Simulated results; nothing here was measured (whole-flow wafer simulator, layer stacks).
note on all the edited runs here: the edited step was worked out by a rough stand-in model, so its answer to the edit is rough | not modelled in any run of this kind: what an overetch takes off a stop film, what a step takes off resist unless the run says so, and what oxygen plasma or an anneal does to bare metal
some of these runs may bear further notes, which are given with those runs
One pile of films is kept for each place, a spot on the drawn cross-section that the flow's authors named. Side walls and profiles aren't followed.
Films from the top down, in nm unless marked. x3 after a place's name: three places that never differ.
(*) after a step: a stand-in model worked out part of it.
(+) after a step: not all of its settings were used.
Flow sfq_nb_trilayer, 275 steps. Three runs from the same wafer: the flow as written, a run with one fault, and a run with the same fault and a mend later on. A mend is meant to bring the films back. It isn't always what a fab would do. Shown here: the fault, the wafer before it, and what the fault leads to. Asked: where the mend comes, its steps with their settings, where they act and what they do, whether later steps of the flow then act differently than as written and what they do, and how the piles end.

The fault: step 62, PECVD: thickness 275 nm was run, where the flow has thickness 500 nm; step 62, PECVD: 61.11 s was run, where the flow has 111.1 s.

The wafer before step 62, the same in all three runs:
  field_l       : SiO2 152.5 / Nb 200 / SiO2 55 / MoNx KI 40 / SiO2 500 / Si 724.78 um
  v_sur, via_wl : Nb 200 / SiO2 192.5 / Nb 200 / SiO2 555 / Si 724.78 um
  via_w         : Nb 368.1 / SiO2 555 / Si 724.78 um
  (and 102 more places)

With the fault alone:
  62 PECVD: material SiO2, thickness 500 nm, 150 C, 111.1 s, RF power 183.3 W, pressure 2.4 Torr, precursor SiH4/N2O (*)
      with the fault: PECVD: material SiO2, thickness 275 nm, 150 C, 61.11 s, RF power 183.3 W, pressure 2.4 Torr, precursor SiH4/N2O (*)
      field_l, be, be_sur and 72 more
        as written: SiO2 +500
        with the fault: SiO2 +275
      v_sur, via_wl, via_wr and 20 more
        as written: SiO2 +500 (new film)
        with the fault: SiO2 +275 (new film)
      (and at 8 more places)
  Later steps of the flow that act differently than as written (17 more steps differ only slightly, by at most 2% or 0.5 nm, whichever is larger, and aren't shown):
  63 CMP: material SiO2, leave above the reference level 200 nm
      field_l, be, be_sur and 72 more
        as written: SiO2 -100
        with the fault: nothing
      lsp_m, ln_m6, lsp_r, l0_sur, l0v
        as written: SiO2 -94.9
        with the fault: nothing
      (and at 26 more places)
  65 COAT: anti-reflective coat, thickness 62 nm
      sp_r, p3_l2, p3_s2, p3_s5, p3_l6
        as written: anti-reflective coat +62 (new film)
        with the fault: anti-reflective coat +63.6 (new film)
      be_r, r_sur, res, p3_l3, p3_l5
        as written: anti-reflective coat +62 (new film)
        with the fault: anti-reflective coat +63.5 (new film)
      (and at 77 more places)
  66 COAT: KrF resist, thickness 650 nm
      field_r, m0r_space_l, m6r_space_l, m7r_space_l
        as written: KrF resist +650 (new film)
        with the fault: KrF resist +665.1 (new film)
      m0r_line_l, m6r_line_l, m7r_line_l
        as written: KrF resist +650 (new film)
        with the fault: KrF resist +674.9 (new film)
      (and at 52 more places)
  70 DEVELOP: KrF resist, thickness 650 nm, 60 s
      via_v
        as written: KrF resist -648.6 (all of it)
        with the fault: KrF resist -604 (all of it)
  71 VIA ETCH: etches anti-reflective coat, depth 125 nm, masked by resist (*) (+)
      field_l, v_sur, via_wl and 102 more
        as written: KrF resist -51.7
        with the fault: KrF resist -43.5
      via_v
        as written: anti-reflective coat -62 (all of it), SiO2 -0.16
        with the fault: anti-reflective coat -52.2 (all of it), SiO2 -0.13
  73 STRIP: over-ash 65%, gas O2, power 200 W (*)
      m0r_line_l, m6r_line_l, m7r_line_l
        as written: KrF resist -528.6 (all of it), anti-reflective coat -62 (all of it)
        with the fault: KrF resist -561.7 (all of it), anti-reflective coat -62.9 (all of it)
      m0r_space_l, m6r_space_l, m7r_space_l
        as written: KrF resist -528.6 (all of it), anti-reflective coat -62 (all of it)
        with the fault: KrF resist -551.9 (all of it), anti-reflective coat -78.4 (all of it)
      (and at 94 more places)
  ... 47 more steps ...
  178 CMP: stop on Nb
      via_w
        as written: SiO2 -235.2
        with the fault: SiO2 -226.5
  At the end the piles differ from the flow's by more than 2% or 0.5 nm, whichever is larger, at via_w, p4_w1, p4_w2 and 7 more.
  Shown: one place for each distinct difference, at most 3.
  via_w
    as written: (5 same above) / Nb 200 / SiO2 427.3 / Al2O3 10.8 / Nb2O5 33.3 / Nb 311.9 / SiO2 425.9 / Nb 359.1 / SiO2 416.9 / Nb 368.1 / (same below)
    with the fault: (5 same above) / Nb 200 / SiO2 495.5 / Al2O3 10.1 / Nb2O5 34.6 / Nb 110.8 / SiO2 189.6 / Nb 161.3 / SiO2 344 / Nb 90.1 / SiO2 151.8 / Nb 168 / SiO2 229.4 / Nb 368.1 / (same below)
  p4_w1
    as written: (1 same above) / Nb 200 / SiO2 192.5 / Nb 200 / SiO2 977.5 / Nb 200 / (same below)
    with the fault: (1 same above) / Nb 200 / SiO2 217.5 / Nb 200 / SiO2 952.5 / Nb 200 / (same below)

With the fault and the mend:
  The mend comes after step 62.
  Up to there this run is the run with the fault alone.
  62a PECVD: material SiO2, thickness 225 nm, 150 C, 50 s, RF power 183.3 W, pressure 2.4 Torr, precursor SiH4/N2O (*) (the flow's step 62 once more, with other settings)
      field_l, v_sur, via_wl and 102 more
        SiO2 +225
      via_w
        SiO2 +200.4
  Later steps of the flow that act differently than as written:
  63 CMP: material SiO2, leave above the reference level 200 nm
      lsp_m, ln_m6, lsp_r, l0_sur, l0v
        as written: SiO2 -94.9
        with the mend: SiO2 -100
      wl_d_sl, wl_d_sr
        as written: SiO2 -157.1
        with the mend: SiO2 -100
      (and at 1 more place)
  At the end the piles are the same as the flow's at every place that both follow.
